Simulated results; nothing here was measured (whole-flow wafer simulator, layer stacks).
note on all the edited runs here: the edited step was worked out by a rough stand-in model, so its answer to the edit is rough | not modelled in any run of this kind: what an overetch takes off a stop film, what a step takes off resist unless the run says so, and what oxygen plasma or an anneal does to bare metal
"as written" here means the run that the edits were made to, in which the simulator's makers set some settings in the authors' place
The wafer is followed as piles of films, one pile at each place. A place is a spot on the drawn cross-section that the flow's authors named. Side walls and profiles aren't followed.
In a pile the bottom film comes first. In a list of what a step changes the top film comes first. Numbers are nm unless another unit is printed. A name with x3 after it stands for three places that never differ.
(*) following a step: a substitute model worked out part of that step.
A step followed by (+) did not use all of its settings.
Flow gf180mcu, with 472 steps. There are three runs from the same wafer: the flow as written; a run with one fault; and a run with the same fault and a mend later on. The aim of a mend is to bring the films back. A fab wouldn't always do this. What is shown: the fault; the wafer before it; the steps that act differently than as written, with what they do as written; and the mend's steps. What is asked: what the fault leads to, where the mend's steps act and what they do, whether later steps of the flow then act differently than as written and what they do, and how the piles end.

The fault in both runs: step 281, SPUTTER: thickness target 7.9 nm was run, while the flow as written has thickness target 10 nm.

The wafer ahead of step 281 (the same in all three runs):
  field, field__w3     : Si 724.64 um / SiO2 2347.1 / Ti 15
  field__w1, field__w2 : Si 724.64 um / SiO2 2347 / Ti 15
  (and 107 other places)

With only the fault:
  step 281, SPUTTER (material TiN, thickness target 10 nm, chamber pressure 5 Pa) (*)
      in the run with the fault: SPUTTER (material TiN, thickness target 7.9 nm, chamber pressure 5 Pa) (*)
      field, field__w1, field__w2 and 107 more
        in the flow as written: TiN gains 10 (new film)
        in the run with the fault: TiN gains 7.9 (new film)
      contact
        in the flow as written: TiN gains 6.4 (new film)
        in the run with the fault: TiN gains 5.06 (new film)
  Later steps of the flow acting differently than as written (not shown: 1 more step that differs only slightly, by at most 2% or 0.5 nm, whichever is larger):
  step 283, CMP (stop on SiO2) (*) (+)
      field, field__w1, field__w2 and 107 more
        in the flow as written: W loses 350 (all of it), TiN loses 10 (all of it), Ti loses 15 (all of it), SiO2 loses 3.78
        in the run with the fault: W loses 350 (all of it), TiN loses 7.9 (all of it), Ti loses 15 (all of it), SiO2 loses 3.76
  At contact, the piles at the end differ from the flow's by more than 2% or 0.5 nm, whichever is larger.
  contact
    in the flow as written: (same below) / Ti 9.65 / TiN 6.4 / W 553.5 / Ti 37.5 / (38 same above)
    in the run with the fault: (same below) / Ti 9.65 / TiN 5.06 / W 554.9 / Ti 37.5 / (38 same above)

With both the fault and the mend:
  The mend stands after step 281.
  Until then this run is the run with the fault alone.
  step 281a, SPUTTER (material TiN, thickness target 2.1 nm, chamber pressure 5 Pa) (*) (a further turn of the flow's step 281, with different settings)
      field, field__w1, field__w2 and 107 more
        TiN gains 2.1
      contact
        TiN gains 1.34
  None of the later steps of the flow acts differently than as written at any place that is followed.
  At every place that both follow, the piles at the end match the flow's.
